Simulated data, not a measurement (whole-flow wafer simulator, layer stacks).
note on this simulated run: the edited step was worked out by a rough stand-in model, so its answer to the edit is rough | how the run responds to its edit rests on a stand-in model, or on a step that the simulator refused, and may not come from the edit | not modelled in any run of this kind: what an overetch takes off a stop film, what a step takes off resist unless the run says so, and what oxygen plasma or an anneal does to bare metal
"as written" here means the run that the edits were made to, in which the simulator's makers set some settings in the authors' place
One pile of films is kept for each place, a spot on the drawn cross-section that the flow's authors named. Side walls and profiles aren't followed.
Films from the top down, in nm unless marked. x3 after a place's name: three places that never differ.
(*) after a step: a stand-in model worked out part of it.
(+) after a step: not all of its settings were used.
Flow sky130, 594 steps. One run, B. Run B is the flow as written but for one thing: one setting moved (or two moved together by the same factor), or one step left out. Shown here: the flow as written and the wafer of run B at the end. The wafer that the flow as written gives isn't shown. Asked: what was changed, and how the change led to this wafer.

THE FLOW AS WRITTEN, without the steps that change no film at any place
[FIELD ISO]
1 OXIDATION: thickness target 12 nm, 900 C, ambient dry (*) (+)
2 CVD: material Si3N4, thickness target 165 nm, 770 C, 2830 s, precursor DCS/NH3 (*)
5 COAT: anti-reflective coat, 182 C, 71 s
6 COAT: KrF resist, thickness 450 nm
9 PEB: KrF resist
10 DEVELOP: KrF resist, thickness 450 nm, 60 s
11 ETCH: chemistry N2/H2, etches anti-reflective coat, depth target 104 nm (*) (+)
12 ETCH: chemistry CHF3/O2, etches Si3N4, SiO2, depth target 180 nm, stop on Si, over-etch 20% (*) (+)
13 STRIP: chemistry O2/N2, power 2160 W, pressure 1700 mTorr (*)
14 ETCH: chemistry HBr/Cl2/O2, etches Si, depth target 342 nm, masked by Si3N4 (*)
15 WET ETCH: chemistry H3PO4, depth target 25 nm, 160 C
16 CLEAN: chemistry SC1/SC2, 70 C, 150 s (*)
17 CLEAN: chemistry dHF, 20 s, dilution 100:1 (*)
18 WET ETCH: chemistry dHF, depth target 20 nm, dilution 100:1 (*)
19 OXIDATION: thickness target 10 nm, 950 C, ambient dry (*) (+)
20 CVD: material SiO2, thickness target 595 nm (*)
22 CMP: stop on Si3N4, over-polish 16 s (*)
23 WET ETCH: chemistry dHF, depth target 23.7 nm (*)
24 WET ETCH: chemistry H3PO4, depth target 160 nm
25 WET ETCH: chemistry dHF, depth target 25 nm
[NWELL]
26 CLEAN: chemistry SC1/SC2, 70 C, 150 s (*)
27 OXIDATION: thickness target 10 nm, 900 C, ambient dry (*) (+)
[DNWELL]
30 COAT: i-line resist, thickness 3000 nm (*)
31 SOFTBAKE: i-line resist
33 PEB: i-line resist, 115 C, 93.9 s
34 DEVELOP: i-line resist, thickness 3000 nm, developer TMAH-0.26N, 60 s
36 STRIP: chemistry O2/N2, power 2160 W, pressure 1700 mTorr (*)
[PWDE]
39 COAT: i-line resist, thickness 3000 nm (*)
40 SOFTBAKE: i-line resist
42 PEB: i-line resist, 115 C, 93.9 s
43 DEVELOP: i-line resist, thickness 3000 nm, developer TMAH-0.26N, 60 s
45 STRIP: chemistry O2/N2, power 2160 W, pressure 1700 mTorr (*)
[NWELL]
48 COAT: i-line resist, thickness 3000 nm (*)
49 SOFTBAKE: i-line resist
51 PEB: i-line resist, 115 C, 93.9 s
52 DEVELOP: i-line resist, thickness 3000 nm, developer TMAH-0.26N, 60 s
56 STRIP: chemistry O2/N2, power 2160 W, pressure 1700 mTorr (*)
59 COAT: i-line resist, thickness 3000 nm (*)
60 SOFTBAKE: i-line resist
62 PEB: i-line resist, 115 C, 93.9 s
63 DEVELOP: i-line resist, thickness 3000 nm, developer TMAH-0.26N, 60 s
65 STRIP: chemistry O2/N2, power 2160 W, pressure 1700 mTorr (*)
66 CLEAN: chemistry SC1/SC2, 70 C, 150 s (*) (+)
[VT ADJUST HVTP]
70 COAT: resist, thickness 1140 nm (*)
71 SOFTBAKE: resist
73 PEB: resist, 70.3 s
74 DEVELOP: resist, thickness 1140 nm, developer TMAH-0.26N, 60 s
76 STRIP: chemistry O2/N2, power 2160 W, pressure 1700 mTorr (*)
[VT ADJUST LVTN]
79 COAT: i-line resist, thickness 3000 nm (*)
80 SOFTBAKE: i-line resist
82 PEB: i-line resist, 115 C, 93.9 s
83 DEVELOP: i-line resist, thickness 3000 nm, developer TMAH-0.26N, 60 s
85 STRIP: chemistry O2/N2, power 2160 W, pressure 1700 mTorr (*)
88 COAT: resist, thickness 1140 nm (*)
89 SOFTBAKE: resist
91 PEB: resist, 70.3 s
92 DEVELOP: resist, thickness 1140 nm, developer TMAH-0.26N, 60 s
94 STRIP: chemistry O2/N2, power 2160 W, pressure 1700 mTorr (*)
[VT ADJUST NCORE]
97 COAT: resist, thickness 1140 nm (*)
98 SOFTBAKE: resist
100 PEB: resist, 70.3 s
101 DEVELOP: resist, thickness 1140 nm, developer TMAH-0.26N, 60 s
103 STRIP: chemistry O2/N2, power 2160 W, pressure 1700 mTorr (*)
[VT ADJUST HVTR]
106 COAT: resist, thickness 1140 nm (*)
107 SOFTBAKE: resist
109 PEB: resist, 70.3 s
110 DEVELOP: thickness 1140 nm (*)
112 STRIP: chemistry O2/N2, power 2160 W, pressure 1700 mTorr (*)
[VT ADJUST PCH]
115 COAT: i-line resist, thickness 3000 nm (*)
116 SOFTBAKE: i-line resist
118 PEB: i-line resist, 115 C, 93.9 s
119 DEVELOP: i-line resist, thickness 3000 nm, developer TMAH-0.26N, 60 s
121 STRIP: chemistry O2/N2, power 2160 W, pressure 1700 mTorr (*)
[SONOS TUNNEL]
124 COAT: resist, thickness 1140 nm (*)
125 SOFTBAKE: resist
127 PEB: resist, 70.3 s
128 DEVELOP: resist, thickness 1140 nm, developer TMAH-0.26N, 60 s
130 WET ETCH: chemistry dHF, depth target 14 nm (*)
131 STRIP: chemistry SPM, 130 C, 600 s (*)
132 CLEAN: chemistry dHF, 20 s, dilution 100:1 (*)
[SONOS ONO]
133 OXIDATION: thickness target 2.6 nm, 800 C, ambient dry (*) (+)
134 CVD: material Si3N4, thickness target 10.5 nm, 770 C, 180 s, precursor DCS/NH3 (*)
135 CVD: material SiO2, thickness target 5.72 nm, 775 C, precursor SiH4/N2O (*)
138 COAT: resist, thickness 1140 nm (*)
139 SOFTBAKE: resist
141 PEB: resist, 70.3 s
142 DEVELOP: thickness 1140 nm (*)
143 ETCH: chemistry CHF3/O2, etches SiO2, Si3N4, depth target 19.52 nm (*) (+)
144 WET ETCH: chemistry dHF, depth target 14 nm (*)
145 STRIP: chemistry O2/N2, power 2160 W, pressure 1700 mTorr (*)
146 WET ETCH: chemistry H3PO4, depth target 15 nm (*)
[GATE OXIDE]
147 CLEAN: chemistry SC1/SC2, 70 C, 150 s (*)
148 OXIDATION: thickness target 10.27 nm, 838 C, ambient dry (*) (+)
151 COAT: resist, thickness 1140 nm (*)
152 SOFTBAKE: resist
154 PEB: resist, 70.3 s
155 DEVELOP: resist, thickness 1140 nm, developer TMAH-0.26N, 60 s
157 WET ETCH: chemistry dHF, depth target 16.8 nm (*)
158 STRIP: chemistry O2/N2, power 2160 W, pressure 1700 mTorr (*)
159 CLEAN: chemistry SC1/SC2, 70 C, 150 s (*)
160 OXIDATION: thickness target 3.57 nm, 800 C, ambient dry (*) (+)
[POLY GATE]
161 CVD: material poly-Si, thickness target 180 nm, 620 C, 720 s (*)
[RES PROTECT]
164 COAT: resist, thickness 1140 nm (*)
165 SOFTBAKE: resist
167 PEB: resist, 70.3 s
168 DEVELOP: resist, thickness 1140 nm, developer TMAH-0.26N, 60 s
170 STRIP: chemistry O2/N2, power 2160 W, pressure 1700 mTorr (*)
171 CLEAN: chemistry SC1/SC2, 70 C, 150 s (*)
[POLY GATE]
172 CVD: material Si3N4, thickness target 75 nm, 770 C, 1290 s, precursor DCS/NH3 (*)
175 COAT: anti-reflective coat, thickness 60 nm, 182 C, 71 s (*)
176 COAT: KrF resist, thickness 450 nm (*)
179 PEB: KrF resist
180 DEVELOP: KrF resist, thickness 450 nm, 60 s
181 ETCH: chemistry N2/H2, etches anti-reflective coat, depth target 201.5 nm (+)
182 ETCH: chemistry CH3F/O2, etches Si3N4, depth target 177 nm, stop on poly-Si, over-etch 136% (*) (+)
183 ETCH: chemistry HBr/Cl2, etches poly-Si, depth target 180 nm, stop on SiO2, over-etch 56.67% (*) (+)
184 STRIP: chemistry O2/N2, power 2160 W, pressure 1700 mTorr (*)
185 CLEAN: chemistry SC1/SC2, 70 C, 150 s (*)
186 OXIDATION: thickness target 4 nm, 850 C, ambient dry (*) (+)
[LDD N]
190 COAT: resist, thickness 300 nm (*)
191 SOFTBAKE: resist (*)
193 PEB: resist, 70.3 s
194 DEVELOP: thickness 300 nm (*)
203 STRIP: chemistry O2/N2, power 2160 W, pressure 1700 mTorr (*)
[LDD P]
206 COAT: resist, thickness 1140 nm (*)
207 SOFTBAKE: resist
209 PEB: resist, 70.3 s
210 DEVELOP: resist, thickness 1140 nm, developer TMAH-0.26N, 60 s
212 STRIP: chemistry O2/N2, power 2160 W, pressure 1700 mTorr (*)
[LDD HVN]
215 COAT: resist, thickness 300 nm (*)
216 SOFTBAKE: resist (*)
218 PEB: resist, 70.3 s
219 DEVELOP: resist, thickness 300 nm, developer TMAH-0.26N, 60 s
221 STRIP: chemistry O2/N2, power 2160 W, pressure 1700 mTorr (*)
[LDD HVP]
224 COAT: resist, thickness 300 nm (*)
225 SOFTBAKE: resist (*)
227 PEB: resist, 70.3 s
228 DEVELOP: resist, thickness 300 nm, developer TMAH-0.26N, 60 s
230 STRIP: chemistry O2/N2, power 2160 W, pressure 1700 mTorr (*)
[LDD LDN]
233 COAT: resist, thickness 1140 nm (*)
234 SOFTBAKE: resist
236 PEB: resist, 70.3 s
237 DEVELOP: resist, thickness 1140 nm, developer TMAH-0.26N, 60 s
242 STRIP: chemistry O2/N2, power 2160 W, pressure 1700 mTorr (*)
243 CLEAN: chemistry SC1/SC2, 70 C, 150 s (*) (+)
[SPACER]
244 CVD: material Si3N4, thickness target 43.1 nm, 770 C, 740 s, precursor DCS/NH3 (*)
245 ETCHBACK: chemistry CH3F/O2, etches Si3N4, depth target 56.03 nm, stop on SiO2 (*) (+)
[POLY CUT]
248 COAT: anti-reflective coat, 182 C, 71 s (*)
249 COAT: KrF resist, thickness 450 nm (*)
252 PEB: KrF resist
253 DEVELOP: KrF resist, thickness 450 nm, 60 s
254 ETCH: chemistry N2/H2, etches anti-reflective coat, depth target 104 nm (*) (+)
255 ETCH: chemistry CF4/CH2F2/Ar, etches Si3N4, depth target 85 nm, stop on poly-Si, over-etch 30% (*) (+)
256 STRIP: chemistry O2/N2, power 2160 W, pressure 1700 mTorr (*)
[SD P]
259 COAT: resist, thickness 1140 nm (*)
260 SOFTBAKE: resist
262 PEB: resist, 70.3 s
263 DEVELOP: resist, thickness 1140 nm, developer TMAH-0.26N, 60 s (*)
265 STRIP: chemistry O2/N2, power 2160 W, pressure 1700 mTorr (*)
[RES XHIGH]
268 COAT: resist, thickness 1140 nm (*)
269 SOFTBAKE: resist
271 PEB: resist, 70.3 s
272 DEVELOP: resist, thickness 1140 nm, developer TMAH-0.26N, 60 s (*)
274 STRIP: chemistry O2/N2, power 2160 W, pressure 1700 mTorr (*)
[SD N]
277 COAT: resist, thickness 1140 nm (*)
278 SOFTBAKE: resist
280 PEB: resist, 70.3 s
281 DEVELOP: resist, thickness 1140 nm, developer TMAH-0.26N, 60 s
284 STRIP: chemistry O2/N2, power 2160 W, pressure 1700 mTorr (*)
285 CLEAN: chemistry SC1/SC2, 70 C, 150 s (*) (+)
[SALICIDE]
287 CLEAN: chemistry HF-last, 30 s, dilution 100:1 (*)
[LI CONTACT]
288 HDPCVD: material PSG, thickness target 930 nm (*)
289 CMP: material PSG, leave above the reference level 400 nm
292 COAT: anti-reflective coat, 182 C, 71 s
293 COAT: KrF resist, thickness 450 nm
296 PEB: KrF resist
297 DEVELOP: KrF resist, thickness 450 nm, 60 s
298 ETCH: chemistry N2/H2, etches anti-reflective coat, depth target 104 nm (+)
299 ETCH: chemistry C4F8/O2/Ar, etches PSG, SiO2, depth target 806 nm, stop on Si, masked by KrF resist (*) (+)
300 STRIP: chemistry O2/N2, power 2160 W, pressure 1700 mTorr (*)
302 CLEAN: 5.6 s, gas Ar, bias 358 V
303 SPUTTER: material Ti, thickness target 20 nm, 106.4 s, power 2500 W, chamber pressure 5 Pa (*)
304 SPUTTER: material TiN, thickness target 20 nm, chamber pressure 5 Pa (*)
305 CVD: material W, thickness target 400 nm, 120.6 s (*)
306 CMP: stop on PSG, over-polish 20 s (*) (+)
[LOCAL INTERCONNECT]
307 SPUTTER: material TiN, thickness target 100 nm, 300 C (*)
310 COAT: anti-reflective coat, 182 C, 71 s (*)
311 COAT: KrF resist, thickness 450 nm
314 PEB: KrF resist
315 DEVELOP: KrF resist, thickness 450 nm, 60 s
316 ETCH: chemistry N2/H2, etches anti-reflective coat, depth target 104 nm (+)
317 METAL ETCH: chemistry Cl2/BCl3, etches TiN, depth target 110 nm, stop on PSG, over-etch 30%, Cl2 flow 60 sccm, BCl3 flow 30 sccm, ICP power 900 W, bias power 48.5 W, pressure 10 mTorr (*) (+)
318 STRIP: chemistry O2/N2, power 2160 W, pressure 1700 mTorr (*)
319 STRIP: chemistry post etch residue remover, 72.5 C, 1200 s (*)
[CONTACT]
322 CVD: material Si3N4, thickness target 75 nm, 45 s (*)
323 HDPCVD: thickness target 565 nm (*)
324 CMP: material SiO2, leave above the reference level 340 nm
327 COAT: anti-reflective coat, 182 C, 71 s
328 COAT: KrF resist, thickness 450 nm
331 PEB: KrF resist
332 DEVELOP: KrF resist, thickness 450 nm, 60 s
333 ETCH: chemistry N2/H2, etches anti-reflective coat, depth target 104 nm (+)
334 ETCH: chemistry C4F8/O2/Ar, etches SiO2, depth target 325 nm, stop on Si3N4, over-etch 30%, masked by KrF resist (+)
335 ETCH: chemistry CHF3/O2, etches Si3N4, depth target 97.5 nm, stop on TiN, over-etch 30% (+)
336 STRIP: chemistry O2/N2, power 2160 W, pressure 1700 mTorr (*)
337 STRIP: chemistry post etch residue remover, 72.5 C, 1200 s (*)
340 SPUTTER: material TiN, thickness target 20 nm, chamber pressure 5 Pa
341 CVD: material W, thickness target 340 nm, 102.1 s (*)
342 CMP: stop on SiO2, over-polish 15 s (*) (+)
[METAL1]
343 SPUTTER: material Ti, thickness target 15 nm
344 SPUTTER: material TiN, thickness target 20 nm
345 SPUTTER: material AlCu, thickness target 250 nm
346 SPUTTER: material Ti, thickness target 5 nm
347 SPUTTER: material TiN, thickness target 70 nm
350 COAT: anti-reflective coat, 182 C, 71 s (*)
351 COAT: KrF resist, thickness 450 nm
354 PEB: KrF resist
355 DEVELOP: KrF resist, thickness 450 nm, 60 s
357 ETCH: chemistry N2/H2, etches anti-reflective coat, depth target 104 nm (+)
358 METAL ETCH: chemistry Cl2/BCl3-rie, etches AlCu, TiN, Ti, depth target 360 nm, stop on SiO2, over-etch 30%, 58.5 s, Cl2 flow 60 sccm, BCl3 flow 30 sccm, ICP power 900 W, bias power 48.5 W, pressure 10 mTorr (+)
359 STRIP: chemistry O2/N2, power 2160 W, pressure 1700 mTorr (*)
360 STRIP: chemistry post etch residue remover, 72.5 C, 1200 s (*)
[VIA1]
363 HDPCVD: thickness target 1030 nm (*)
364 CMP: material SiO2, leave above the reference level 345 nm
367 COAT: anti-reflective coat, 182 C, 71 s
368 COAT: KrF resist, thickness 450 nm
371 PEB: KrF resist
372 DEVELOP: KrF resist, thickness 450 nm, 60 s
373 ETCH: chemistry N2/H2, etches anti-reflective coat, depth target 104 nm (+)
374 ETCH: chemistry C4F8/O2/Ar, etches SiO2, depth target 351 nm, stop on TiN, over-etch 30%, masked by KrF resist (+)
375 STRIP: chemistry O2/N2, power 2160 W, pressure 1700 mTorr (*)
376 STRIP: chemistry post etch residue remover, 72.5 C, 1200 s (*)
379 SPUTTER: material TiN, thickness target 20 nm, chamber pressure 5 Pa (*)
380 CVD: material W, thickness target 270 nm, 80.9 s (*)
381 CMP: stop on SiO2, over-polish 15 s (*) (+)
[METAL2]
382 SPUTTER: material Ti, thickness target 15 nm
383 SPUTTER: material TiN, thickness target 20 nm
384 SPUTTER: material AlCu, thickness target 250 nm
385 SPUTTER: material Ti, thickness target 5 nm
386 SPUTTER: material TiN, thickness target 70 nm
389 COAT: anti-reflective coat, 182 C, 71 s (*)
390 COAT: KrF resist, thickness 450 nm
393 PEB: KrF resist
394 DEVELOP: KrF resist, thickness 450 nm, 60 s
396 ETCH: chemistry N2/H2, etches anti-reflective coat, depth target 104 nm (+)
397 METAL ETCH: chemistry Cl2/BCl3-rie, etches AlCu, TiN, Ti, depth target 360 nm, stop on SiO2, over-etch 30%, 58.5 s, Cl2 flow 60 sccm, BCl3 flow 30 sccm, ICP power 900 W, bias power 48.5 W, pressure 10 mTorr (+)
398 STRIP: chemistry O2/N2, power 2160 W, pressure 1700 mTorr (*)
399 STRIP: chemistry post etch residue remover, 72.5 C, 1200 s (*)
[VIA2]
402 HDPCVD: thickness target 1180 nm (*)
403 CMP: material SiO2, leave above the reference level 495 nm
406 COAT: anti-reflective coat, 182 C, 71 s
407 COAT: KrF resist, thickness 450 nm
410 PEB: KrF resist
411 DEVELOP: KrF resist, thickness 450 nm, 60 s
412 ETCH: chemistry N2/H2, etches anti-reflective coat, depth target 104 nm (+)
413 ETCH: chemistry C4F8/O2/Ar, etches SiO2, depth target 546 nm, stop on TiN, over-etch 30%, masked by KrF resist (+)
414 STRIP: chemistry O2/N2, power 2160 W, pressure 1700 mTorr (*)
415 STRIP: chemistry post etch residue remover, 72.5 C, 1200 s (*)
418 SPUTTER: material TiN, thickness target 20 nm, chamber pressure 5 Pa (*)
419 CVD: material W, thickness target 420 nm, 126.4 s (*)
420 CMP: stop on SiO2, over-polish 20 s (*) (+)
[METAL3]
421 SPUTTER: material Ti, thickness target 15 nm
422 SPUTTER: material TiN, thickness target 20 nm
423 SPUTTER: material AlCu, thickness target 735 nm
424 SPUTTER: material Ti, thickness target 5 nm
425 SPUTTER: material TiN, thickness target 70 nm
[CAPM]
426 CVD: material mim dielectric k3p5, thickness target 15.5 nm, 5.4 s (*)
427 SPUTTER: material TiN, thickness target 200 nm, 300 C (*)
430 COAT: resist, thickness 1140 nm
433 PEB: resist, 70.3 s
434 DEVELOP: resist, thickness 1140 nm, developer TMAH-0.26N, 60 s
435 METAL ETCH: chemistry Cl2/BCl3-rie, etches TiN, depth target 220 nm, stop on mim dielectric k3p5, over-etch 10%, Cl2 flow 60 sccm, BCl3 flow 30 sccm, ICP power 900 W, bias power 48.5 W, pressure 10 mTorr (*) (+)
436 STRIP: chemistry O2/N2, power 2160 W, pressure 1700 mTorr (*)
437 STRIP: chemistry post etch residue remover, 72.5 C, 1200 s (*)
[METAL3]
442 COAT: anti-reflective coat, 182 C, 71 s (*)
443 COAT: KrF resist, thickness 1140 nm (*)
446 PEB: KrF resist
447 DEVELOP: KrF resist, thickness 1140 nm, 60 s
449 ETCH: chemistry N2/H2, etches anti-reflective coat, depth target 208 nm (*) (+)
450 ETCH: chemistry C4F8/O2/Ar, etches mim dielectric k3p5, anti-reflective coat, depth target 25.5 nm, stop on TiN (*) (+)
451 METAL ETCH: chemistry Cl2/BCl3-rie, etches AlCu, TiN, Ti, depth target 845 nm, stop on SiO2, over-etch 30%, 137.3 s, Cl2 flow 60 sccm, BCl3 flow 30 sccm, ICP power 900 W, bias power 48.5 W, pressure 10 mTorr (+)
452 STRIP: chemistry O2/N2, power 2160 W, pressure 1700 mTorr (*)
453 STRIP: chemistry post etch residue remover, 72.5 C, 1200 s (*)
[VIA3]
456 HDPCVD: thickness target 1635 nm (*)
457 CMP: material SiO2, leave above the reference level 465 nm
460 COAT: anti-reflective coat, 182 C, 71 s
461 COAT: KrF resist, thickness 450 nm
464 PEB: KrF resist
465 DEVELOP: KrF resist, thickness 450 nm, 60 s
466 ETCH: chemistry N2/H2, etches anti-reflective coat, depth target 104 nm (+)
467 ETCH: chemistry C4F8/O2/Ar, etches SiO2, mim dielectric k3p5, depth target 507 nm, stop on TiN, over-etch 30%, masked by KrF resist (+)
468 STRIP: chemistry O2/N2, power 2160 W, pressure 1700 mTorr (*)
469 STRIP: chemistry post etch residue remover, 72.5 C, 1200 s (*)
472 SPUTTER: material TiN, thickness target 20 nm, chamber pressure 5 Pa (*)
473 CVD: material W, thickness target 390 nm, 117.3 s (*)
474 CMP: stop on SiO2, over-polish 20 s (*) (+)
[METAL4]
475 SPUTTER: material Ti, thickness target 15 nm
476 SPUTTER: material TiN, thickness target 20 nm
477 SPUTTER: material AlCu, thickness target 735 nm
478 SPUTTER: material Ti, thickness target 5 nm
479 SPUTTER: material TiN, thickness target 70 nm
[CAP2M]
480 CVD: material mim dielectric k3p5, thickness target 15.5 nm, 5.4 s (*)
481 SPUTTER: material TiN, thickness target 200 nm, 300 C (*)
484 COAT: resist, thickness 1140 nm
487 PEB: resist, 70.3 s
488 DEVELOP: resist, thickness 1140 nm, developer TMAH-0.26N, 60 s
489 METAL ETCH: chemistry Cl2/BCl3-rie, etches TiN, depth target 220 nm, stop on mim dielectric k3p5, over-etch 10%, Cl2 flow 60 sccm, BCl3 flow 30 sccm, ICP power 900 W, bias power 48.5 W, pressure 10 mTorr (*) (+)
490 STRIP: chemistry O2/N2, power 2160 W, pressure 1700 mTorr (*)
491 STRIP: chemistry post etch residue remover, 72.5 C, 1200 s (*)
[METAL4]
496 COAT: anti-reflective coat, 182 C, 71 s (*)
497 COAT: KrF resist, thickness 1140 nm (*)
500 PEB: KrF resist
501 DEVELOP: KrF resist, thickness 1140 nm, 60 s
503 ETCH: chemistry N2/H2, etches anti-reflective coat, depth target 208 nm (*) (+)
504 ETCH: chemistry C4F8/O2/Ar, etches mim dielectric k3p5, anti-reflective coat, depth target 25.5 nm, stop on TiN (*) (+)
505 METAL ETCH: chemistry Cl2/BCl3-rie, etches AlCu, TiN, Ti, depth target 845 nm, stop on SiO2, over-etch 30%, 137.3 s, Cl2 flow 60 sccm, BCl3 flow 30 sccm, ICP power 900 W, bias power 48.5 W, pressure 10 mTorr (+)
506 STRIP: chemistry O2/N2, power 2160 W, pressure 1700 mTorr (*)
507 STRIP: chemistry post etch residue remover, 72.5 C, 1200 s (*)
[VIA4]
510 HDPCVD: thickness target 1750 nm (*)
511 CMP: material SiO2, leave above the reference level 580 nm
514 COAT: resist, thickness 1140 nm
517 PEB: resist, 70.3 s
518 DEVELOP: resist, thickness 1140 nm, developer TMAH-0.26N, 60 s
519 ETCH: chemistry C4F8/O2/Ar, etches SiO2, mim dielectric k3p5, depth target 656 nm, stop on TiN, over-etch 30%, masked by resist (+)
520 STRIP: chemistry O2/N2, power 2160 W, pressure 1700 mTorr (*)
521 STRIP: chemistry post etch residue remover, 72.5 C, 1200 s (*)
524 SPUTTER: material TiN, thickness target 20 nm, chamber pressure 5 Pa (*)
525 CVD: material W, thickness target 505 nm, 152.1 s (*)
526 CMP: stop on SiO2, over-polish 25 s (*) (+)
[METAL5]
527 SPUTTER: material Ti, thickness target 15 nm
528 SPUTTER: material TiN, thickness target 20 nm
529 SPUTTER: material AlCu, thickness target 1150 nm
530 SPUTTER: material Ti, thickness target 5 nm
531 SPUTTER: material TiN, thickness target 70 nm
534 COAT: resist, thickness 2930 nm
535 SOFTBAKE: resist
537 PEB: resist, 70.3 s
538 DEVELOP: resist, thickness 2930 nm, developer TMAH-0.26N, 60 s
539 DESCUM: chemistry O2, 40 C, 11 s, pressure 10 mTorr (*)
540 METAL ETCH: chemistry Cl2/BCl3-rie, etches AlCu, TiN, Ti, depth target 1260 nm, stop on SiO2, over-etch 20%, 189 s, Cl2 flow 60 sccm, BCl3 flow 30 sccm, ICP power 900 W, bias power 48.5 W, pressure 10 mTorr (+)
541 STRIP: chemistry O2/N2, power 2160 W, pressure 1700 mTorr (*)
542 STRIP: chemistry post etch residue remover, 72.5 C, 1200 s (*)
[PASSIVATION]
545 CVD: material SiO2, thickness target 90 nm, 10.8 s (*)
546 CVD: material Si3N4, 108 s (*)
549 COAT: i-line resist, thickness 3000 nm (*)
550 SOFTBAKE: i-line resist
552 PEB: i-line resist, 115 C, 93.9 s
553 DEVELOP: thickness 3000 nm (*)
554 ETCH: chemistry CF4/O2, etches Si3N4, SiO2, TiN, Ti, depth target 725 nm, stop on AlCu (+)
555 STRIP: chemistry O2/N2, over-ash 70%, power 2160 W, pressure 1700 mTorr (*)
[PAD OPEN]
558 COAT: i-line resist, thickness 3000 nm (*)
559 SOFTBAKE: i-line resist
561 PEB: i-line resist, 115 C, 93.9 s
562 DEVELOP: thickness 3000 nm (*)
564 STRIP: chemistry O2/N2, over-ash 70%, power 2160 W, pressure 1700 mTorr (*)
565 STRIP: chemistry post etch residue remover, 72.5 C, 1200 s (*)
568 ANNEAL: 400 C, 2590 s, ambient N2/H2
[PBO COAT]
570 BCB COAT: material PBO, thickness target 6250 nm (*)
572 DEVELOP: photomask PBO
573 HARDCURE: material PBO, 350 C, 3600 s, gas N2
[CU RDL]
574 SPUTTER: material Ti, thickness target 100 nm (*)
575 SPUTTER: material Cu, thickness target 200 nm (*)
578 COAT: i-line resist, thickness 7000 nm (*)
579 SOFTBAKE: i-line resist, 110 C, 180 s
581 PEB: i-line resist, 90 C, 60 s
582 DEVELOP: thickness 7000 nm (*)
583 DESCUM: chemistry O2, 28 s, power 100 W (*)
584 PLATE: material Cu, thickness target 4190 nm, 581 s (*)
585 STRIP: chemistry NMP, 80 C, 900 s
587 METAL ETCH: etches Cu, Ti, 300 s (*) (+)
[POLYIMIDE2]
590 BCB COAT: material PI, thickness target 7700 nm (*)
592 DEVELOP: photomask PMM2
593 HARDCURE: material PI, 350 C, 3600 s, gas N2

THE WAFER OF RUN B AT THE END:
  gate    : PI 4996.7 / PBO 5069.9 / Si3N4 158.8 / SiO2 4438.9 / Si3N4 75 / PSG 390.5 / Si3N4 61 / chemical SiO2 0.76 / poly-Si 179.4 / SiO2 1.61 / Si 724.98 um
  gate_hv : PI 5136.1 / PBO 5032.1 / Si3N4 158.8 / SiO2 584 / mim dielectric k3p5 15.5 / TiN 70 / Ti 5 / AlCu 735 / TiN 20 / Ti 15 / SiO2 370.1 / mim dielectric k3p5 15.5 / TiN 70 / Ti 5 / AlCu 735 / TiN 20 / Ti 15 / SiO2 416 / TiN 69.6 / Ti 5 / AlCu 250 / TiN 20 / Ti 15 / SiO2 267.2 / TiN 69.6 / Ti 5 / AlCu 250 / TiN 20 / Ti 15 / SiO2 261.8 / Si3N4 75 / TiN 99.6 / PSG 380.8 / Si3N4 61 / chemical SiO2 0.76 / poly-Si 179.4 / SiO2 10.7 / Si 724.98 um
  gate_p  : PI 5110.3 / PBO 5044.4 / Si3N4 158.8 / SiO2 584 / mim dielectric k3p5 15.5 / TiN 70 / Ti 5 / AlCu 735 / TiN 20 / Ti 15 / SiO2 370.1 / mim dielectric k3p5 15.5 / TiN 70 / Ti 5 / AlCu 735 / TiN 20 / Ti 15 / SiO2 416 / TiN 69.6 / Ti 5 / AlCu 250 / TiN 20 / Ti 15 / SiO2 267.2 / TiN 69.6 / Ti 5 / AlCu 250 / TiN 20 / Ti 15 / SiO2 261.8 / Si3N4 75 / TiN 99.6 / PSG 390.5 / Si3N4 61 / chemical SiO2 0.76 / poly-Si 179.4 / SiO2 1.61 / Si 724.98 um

The cause: step 160, OXIDATION: thickness target 1.61 nm was run, where the flow has thickness target 3.57 nm.
It can be read off the wafer: gate has SiO2 1.61, and step 160 as written asks for 3.57 nm.

How the change led to this, step by step:
  160 OXIDATION: thickness target 3.57 nm, 800 C, ambient dry (*) (+)
      active, n_well, p_well and 58 more: SiO2 +1.61 (new film), chemical SiO2 -0.76 (all of it), Si -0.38 (as written it would be: SiO2 +3.57 (new film), chemical SiO2 -0.76 (all of it), Si -1.24)
  186 OXIDATION: thickness target 4 nm, 850 C, ambient dry (*) (+)
      active, p_well, spacer and 26 more: SiO2 +3.29, Si -1.45 (as written it would be: SiO2 +1.55, Si -0.68)
      ndiff_dn: SiO2 +3.06, Si -1.35 (as written it would be: SiO2 +1.52, Si -0.67)
  248 COAT: anti-reflective coat, 182 C, 71 s (*)
      gate_p: anti-reflective coat +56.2 (new film) (as written it would be: anti-reflective coat +55 (new film))
  256 STRIP: chemistry O2/N2, power 2160 W, pressure 1700 mTorr (*)
      gate_p: KrF resist -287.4 (all of it), anti-reflective coat -56.2 (all of it) (as written it would be: KrF resist -287.5 (all of it), anti-reflective coat -55 (all of it))
  306 CMP: stop on PSG, over-polish 20 s (*) (+)
      poly_licon: W -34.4 (as written it would be: W -33.3)
